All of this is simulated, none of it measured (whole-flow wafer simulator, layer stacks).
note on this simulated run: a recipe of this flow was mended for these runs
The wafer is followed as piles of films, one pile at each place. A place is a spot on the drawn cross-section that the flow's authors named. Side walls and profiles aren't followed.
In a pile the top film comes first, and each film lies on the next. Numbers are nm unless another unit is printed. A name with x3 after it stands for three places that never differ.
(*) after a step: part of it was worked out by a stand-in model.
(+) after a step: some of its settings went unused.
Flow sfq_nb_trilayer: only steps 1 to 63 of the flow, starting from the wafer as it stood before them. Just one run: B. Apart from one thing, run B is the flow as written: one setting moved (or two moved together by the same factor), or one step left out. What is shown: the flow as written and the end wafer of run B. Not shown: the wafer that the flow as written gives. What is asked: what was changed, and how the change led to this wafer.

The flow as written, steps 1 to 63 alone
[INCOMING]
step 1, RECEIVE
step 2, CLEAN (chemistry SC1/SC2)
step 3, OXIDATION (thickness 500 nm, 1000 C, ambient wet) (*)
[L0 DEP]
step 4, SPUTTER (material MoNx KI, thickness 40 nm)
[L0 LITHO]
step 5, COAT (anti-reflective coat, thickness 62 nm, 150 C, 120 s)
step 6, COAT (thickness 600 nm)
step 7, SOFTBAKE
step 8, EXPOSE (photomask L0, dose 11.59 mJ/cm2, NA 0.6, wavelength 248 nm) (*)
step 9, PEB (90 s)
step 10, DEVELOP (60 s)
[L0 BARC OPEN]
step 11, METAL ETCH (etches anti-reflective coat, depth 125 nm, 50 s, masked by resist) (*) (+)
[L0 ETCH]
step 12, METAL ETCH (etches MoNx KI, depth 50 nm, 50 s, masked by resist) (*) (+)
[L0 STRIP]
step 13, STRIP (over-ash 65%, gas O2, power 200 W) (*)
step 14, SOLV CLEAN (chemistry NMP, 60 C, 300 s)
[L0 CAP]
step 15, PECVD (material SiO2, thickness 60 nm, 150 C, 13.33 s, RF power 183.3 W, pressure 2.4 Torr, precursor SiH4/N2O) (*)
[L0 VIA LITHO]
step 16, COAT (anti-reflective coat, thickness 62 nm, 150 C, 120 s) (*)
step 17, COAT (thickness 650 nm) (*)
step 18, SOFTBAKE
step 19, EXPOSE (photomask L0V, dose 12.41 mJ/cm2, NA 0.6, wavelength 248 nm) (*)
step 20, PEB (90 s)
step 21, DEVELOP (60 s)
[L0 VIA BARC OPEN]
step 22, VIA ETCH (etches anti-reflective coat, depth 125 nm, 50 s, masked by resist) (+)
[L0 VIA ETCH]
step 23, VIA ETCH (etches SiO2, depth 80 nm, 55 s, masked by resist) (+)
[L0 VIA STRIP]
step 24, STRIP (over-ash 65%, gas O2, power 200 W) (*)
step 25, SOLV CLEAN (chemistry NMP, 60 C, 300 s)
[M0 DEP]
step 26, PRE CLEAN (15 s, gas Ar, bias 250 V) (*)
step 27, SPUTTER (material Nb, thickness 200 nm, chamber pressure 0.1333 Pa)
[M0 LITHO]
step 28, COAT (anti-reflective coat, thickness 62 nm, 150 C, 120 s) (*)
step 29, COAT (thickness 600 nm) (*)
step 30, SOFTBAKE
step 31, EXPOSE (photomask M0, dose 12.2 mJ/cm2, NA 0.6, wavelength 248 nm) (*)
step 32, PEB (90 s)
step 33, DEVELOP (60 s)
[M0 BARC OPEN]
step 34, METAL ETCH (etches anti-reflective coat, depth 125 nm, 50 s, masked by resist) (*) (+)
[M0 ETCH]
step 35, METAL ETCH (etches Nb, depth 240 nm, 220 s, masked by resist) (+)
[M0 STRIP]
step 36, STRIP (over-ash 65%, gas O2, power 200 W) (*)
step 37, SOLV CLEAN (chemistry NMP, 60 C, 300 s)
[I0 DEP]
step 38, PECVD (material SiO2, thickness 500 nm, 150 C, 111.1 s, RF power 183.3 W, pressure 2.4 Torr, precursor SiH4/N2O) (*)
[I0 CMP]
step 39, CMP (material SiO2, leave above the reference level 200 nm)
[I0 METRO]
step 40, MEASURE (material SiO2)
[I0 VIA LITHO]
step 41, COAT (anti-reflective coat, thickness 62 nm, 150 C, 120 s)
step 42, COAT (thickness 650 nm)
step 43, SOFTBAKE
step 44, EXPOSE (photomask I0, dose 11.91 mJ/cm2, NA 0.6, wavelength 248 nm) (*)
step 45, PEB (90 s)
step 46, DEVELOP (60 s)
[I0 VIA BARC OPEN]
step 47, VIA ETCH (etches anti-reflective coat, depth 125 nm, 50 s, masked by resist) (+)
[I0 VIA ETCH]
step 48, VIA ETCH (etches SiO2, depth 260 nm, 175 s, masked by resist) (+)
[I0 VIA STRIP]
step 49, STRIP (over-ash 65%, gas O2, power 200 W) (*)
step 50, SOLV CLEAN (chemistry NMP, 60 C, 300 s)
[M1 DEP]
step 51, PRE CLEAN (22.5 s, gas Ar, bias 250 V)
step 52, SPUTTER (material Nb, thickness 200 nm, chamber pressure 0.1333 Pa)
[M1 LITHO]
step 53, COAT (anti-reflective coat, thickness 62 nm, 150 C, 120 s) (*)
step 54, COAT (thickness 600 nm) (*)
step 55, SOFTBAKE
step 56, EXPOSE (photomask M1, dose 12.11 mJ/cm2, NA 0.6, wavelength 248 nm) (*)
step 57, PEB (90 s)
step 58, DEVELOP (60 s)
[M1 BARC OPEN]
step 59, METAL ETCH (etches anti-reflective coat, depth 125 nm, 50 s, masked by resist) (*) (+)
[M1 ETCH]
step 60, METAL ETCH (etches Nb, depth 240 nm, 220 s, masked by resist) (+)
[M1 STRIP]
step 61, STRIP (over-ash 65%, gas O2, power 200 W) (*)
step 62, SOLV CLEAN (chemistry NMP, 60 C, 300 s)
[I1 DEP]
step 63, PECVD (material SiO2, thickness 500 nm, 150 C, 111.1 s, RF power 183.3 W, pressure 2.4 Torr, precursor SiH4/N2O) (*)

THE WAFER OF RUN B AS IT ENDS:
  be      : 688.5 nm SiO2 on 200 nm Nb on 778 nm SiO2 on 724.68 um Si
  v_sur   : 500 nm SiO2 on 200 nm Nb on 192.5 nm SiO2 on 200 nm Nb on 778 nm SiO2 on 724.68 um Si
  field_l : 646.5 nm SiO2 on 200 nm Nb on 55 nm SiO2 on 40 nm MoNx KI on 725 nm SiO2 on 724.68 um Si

Cause: step 3, OXIDATION: thickness 725 nm was run, whereas the flow has thickness 500 nm.
One can read it off the wafer: field_l has SiO2 725, and step 3 as written asks for 500 nm.

How this came from the change, step by step:
  step 3, OXIDATION (thickness 500 nm, 1000 C, ambient wet) (*)
      field_l, v_sur, via_wl and 103 more: +725 SiO2 (new film), -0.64 chemical SiO2 (all of it), -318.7 Si (it would be, as written: +500 SiO2 (new film), -0.64 chemical SiO2 (all of it), -219.7 Si)
